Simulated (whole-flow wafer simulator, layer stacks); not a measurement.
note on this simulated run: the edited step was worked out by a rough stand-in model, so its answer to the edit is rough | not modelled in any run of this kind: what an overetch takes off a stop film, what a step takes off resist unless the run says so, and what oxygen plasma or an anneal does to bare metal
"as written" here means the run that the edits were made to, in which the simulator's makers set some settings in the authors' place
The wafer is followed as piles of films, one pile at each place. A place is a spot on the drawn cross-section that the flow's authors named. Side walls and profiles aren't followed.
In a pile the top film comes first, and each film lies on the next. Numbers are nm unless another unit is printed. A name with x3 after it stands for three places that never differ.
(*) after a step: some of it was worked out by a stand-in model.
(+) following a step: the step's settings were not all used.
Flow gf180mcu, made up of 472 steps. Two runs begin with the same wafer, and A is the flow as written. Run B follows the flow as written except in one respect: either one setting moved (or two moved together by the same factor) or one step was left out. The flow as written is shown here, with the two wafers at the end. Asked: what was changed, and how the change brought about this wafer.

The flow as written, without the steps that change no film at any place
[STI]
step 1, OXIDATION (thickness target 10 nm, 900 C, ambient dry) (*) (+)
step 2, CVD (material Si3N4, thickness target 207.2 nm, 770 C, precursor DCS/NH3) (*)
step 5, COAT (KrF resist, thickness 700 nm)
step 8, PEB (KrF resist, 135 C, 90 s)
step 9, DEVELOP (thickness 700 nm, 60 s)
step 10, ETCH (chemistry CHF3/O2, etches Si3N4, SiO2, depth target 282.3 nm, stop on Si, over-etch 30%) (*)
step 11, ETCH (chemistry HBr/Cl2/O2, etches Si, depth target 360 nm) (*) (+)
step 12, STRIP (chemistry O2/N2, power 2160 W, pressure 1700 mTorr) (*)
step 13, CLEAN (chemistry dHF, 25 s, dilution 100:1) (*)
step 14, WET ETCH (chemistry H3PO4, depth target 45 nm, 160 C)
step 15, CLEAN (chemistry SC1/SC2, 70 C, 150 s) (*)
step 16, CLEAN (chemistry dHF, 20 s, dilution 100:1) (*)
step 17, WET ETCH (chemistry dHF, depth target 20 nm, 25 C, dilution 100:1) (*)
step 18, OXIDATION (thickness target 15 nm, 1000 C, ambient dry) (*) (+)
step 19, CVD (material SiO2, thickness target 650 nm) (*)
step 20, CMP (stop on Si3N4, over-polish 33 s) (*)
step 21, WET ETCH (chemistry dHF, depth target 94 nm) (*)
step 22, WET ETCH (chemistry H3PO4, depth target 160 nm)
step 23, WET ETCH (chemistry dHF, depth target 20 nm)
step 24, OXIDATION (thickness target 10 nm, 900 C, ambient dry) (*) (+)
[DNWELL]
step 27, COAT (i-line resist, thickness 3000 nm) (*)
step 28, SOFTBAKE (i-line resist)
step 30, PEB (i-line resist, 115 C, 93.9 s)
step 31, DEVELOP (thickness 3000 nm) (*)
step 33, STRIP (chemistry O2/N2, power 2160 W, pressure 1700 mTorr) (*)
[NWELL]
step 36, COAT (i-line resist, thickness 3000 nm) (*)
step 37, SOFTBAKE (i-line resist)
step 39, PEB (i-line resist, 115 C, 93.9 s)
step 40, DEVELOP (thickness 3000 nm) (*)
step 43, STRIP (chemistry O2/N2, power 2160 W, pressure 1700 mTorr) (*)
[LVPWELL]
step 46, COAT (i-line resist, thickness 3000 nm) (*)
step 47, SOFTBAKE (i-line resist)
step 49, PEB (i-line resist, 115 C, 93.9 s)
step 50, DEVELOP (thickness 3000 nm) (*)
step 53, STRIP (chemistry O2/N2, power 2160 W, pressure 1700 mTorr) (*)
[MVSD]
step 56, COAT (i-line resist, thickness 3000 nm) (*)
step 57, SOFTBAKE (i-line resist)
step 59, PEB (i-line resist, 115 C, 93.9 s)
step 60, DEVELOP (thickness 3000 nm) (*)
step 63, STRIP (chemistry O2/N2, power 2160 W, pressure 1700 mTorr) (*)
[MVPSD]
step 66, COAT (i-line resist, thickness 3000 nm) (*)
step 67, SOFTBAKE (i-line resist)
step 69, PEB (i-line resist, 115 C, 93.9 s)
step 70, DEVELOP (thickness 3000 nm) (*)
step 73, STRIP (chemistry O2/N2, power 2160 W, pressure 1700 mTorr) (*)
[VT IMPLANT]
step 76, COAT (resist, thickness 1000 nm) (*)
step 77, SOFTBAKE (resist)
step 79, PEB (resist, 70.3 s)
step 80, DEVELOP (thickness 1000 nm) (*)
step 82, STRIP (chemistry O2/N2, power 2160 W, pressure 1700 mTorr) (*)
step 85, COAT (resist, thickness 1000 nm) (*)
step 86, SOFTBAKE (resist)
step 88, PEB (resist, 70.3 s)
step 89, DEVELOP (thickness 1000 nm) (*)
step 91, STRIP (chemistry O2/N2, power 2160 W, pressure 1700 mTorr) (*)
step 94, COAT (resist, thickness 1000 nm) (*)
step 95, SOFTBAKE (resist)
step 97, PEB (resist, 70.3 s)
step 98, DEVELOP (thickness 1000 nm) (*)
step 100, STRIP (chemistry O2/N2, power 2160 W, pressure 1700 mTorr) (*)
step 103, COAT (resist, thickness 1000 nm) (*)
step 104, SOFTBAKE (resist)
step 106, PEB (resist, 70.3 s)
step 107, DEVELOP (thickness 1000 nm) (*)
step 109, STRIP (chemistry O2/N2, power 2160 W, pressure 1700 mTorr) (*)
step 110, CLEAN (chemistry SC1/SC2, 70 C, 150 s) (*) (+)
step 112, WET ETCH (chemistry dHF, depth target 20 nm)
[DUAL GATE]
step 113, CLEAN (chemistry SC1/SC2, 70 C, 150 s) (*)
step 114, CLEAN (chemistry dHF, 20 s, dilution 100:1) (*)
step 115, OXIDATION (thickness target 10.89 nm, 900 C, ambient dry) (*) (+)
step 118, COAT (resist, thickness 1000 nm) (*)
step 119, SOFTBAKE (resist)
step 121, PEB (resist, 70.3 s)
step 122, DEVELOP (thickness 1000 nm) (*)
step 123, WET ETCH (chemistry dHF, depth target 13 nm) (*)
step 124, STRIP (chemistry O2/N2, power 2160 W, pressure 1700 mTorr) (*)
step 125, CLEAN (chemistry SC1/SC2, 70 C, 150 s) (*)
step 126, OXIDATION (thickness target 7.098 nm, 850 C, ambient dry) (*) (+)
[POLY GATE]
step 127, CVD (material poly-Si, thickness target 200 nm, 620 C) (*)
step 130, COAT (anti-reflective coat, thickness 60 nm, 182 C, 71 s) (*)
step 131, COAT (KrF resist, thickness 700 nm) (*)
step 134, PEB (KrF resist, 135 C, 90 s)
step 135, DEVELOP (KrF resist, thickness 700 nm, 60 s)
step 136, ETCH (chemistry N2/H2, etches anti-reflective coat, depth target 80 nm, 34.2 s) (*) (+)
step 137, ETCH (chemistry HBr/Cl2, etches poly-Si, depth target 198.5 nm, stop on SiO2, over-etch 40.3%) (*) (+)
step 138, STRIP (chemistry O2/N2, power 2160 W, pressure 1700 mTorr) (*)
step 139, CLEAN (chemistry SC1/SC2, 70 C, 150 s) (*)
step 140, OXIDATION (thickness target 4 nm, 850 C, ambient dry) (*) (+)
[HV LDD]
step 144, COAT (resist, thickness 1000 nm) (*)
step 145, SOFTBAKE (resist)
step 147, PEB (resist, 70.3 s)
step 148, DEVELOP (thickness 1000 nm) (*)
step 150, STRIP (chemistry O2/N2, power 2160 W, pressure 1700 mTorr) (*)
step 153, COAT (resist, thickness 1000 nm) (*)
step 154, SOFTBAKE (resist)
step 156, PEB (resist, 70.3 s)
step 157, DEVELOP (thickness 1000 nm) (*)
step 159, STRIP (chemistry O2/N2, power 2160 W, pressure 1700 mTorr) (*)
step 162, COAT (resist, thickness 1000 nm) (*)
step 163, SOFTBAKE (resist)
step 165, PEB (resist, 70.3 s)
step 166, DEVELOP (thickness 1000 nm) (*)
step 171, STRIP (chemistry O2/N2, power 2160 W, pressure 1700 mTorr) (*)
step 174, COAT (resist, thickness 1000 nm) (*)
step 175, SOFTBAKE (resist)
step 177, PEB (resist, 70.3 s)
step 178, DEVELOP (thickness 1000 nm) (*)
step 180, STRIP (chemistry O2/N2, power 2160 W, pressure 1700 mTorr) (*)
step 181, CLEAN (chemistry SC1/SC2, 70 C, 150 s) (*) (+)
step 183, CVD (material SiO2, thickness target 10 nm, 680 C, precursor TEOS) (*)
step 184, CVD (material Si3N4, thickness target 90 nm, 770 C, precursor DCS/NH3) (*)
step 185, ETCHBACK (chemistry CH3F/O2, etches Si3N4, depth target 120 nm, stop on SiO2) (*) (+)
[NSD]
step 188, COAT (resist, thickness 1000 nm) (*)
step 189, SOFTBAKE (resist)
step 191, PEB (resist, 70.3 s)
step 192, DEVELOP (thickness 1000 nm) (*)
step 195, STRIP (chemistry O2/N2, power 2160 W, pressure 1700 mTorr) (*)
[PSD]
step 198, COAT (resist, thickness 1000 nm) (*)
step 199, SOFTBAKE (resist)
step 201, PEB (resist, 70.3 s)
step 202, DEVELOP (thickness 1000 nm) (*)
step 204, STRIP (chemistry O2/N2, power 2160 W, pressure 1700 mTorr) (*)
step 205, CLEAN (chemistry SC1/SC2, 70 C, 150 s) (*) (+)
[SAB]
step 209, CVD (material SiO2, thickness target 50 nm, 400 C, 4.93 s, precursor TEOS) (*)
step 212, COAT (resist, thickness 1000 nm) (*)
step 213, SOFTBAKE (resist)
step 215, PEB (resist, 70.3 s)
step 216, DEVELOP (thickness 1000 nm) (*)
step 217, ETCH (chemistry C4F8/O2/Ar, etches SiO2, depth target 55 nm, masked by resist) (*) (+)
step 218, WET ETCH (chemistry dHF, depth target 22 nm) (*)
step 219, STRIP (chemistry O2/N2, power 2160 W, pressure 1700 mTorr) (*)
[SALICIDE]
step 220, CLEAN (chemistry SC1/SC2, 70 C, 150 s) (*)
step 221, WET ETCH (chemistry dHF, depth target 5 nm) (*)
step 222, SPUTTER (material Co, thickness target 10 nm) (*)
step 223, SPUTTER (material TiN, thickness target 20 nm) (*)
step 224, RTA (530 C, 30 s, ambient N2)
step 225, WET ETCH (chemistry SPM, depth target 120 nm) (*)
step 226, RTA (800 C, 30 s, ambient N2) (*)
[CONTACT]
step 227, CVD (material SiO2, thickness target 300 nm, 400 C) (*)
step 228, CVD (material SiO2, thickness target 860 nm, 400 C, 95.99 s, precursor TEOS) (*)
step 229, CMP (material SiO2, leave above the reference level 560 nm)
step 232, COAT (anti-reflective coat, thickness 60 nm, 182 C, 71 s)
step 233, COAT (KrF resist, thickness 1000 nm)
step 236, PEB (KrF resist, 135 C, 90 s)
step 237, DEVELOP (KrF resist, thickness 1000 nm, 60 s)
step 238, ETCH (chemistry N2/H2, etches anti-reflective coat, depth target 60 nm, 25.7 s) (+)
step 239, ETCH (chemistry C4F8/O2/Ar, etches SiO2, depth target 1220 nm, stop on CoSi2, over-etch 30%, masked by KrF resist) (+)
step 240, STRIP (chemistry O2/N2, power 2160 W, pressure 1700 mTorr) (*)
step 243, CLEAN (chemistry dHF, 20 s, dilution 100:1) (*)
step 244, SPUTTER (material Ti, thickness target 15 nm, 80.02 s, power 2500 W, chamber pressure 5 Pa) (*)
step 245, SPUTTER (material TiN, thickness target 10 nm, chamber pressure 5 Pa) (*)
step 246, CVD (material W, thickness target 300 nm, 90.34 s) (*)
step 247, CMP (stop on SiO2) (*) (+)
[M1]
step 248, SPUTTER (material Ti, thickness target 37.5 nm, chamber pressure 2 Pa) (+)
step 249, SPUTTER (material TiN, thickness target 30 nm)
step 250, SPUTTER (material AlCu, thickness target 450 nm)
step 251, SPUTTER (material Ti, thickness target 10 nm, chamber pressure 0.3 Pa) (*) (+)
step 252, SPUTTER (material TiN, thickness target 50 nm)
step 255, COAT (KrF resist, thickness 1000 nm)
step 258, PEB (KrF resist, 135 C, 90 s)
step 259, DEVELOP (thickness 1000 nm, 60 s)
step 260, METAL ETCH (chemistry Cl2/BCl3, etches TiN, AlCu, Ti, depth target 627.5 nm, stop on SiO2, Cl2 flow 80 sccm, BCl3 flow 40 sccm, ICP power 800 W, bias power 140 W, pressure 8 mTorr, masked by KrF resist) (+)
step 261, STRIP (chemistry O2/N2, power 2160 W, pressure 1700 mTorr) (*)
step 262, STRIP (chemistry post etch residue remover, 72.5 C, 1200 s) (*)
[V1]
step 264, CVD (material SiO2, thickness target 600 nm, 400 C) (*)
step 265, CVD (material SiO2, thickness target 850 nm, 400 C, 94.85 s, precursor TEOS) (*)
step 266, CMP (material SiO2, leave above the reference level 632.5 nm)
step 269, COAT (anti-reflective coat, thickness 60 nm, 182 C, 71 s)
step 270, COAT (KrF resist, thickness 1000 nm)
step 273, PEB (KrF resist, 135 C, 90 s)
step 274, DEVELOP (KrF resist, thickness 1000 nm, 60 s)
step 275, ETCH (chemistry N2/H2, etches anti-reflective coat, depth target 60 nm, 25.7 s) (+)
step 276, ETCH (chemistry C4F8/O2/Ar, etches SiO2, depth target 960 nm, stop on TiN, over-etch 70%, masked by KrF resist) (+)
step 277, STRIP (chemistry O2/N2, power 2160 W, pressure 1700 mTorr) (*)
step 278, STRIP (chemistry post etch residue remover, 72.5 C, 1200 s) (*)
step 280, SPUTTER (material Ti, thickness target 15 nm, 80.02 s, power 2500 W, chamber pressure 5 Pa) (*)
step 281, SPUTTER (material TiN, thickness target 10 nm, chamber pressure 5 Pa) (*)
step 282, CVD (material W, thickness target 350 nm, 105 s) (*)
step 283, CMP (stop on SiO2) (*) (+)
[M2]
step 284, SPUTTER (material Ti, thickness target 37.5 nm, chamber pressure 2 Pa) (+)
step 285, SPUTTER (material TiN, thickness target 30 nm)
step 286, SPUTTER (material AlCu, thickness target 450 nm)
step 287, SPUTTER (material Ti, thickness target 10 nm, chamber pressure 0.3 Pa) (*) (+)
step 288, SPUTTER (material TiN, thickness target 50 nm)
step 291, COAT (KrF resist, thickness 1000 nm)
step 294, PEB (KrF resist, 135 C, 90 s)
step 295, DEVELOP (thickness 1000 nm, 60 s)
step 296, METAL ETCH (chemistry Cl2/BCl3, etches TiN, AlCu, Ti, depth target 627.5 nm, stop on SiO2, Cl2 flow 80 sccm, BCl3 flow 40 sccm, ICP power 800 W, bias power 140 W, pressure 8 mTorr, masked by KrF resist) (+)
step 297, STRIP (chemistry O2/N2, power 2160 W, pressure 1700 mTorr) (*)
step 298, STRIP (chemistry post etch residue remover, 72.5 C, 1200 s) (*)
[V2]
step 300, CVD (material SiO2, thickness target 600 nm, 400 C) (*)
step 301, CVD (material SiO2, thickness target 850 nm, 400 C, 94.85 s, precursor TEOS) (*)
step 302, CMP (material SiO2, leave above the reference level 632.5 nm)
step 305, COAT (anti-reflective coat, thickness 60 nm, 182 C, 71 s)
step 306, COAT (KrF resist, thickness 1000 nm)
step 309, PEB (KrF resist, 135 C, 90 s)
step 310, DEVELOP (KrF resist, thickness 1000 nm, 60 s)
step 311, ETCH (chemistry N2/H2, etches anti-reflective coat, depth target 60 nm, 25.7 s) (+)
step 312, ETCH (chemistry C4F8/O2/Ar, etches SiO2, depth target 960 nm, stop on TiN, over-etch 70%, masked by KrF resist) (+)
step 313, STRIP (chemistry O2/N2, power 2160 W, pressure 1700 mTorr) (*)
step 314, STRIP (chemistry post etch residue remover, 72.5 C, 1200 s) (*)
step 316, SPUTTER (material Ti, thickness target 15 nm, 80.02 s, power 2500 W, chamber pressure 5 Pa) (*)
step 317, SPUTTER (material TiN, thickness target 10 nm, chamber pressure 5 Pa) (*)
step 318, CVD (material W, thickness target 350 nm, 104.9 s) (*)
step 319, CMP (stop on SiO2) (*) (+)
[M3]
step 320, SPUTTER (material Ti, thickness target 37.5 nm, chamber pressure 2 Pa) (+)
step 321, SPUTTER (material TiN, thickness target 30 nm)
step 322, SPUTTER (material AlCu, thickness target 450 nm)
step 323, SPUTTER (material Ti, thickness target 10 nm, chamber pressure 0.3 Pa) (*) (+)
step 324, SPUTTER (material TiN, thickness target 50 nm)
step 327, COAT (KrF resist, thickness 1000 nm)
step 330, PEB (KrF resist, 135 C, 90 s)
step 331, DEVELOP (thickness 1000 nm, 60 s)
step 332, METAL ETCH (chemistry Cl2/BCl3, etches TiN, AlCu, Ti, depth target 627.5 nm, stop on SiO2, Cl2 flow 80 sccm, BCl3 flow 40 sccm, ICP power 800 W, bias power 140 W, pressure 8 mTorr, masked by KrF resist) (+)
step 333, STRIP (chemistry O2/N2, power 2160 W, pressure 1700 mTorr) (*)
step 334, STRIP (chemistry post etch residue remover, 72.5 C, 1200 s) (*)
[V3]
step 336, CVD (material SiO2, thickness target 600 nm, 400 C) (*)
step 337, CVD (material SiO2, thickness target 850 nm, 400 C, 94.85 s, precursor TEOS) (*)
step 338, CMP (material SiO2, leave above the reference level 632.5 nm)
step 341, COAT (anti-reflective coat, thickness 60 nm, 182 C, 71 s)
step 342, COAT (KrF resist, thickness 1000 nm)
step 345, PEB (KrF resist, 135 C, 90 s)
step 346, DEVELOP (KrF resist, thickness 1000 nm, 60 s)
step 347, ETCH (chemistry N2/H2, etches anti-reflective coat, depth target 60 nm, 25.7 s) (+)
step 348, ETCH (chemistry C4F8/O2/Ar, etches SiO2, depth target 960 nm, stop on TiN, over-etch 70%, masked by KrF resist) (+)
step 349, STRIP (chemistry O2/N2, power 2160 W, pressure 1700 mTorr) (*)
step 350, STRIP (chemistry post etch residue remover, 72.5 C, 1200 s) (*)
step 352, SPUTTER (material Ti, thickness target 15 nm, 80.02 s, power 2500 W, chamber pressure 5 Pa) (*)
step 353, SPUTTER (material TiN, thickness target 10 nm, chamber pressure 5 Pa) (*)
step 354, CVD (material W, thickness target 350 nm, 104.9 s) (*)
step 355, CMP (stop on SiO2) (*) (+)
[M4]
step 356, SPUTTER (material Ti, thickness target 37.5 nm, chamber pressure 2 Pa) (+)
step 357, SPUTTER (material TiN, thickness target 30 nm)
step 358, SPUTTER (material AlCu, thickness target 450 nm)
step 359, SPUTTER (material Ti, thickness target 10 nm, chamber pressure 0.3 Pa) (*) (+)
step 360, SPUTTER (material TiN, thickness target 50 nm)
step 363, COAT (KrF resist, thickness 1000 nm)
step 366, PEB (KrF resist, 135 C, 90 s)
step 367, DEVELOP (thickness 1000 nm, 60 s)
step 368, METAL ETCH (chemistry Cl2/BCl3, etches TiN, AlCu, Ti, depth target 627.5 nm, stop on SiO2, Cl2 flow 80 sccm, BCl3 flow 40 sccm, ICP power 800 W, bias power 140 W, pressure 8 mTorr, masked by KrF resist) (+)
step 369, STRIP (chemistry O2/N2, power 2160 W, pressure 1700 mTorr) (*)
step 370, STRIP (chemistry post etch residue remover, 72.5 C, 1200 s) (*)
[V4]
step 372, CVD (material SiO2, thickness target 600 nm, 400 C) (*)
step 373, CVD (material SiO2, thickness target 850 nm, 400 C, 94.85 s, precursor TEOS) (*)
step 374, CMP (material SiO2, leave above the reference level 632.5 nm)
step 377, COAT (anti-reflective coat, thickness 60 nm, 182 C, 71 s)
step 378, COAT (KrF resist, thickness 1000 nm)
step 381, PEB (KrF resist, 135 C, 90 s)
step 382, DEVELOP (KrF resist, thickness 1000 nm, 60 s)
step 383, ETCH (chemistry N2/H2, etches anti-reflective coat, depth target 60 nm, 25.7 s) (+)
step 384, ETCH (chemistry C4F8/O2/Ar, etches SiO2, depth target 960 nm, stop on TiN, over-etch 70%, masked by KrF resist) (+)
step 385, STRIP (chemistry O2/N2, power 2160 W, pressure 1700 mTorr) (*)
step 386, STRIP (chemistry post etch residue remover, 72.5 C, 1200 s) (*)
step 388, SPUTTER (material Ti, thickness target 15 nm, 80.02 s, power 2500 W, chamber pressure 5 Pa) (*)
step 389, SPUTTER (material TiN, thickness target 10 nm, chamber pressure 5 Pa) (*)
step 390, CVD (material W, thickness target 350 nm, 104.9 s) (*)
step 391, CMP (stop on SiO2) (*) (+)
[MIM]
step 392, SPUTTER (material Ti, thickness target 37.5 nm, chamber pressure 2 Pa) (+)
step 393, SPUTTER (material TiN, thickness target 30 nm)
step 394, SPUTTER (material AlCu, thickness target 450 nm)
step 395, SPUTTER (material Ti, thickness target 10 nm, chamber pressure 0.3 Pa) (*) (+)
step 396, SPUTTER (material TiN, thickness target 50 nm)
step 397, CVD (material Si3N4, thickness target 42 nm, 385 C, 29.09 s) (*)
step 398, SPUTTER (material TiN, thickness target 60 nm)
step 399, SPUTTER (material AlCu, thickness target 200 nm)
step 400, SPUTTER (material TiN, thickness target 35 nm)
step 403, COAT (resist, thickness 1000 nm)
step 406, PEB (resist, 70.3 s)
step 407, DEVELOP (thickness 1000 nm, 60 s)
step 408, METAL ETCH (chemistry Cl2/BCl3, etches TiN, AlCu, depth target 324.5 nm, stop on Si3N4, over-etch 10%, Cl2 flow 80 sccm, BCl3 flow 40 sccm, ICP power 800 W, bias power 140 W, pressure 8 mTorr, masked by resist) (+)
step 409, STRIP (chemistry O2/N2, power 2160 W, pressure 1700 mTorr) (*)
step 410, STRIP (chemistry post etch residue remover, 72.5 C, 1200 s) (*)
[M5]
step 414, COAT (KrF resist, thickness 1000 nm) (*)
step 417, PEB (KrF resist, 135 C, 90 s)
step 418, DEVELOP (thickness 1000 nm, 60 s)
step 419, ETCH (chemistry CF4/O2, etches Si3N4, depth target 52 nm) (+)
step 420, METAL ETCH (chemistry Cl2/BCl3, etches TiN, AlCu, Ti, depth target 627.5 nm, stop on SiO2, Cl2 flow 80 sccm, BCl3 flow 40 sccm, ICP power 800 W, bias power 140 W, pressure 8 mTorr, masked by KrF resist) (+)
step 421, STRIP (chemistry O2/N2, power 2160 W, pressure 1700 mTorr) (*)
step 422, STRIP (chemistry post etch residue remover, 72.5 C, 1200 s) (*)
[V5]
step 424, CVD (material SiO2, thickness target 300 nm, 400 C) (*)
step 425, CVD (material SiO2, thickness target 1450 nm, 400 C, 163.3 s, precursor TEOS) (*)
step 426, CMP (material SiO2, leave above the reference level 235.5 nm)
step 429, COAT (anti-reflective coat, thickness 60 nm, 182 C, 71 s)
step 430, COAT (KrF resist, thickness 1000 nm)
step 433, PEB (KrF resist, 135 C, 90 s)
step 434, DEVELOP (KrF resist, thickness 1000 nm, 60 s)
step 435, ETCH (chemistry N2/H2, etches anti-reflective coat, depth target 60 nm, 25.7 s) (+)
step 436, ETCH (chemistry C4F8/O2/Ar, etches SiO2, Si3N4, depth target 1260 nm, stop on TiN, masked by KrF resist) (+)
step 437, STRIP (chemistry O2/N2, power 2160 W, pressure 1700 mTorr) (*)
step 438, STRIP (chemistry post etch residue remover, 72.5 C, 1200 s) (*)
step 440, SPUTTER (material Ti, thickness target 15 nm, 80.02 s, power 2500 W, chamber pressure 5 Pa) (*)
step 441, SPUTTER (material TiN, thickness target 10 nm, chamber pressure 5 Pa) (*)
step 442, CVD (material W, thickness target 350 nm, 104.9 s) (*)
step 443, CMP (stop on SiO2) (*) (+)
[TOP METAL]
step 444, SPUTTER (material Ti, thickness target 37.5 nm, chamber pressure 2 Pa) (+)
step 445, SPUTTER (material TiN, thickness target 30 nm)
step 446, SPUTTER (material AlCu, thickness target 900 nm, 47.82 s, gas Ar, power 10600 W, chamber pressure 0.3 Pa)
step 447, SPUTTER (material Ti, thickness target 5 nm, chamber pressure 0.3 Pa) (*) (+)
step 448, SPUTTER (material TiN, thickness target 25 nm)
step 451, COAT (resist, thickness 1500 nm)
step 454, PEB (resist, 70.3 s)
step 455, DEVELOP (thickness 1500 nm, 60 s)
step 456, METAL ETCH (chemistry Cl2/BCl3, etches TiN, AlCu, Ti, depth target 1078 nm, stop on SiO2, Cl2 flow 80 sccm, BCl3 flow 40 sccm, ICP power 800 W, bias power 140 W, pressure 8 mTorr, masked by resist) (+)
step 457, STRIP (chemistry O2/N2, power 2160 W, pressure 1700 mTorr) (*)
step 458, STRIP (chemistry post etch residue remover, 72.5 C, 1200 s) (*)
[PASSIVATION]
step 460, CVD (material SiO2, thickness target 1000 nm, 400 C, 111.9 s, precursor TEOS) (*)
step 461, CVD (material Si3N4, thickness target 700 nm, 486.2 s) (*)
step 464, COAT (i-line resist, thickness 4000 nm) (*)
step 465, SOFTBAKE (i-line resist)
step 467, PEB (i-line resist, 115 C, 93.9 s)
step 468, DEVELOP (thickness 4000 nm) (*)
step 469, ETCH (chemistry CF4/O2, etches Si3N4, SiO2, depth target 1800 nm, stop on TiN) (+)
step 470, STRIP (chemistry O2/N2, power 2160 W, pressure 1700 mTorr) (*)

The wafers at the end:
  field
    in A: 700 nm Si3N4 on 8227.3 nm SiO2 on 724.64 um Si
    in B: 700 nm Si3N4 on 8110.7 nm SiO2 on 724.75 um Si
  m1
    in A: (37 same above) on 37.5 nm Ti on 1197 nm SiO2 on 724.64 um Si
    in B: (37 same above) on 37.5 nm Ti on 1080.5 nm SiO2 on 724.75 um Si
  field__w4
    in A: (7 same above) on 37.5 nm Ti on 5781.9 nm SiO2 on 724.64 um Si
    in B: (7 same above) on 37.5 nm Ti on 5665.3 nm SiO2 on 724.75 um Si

Cause: step 11, ETCH: depth target 243 nm was run, though the flow has depth target 360 nm.

Step by step, how the change led to this:
  step 11, ETCH (chemistry HBr/Cl2/O2, etches Si, depth target 360 nm) (*) (+)
      active, n_well, p_well and 40 more: A KrF resist loses 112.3 | B KrF resist loses 73.3
      field, field_sub, sti and 34 more: A Si loses 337 | B Si loses 220
  step 12, STRIP (chemistry O2/N2, power 2160 W, pressure 1700 mTorr) (*)
      active, n_well, p_well and 40 more: A KrF resist loses 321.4 (all of it) | B KrF resist loses 360.4 (all of it)
  step 19, CVD (material SiO2, thickness target 650 nm) (*)
      m1, ld_fp_n, ld_drift_n and 8 more: A SiO2 gains 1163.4 | B SiO2 gains 1046.4
  step 20, CMP (stop on Si3N4, over-polish 33 s) (*)
      sti, mim_1p0, pad and 11 more: A SiO2 loses 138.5 | B SiO2 loses 255.5
      nw_enc_fld, nw_enc_fld_lv: A SiO2 loses 142.5 | B SiO2 loses 259.5
      (also at 10 further places)
  step 189, SOFTBAKE (resist)
      field__w9: A resist gains 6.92 | B resist loses 3.05
  step 199, SOFTBAKE (resist)
      field__w9: A resist gains 6.92 | B resist loses 3.05
